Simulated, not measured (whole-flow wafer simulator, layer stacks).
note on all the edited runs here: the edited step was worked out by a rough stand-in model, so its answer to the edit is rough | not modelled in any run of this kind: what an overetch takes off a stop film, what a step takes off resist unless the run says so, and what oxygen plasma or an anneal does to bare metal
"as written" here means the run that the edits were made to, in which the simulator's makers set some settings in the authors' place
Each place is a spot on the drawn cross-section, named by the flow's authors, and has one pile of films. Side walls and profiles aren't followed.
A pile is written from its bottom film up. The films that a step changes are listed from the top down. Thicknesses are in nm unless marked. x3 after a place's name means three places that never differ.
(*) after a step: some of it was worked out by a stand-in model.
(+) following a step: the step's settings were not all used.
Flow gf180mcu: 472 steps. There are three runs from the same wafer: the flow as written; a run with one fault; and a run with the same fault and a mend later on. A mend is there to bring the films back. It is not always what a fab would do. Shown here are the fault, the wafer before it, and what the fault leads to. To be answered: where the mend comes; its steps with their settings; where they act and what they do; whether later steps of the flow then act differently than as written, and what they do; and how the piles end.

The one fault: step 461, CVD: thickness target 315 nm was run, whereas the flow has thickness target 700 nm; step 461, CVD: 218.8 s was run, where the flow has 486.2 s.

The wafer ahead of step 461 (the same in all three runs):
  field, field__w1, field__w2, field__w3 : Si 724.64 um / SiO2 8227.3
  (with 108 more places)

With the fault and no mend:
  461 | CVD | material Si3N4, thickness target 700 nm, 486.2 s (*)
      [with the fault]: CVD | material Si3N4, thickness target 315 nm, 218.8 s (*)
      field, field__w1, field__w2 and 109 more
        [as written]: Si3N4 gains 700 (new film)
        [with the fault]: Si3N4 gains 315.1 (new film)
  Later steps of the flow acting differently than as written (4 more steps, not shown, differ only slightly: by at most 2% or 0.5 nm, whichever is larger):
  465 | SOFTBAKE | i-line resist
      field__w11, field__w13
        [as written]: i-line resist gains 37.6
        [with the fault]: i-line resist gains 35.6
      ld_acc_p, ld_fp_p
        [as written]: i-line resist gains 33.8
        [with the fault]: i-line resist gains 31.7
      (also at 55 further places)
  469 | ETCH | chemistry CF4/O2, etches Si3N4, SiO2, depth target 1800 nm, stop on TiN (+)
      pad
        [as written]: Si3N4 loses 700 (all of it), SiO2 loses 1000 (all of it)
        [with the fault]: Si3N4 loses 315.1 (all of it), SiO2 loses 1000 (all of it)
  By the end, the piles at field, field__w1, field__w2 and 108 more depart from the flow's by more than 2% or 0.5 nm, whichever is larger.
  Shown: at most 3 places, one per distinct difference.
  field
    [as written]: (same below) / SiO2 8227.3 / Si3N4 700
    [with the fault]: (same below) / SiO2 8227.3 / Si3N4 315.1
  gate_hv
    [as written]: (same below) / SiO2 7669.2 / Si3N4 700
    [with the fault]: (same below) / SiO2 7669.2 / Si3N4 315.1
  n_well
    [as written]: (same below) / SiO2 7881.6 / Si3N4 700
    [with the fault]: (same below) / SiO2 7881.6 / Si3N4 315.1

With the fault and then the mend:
  After step 468 comes the mend.
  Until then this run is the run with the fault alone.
  468a | STRIP | chemistry O2/N2, power 2160 W, pressure 1700 mTorr (*)
      iso_ptap_pw, iso_ntap_nw, iso_nw_fld and 33 more
        i-line resist loses 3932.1 (all of it)
      p_well, sti, spacer, sd_n, mim_1p0, dice_street
        i-line resist loses 3938 (all of it)
      field__w2, field__w3, field__w6
        i-line resist loses 3983.7 (all of it)
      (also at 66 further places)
  468b | CVD | material Si3N4, thickness target 385 nm, 267.4 s (*) (a further turn of the flow's step 461, with different settings)
      field, field__w1, field__w2 and 109 more
        Si3N4 gains 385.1
  468c | HMDS | 120 C, 60 s (a further turn of the flow's step 463)
      does not change any film at any place that is followed
  468d | COAT | i-line resist, thickness 4000 nm (*) (a further turn of the flow's step 464)
      iso_ptap_pw, iso_ntap_nw, iso_nw_fld and 33 more
        i-line resist gains 4000 (new film)
      field__w9, field__w13, sd_p_hv, gate_p_hv, nplus_u, npoly_u
        i-line resist gains 4017 (new film)
      p_well, sti, spacer, sd_n, mim_1p0, dice_street
        i-line resist gains 4006.3 (new film)
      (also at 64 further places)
  468e | SOFTBAKE | i-line resist (a further turn of the flow's step 465)
      ld_acc_p, ld_fp_p, ld_drift_p
        i-line resist gains 33.8
      field__w2, field_sub__w4
        i-line resist gains 33.4
      field__w11, field__w13
        i-line resist gains 37.6
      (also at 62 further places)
  468f | EXPOSE | photomask Pad (a further turn of the flow's step 466)
      does not change any film at any place that is followed
  468g | PEB | i-line resist, 115 C, 93.9 s (a further turn of the flow's step 467)
      iso_ptap_pw, iso_ntap_nw, iso_nw_fld and 33 more
        i-line resist loses 67.9
      field, field__w2, field__w3 and 25 more
        i-line resist loses 68.8
      field_sub, field_sub__w1, field_sub__w2 and 23 more
        i-line resist loses 68.7
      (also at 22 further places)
  468h | DEVELOP | thickness 4000 nm (*) (a further turn of the flow's step 468)
      field__w5, field__w7, field__w13 and 13 more
        i-line resist loses 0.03
      pad
        i-line resist loses 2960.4 (all of it)
  Every later step of the flow that is run acts as written, at every place that is followed, to within 2% or 0.5 nm, whichever is larger.
  The piles end only slightly different from the flow's at the places that both follow, by no more than 2% or 0.5 nm, whichever is larger.
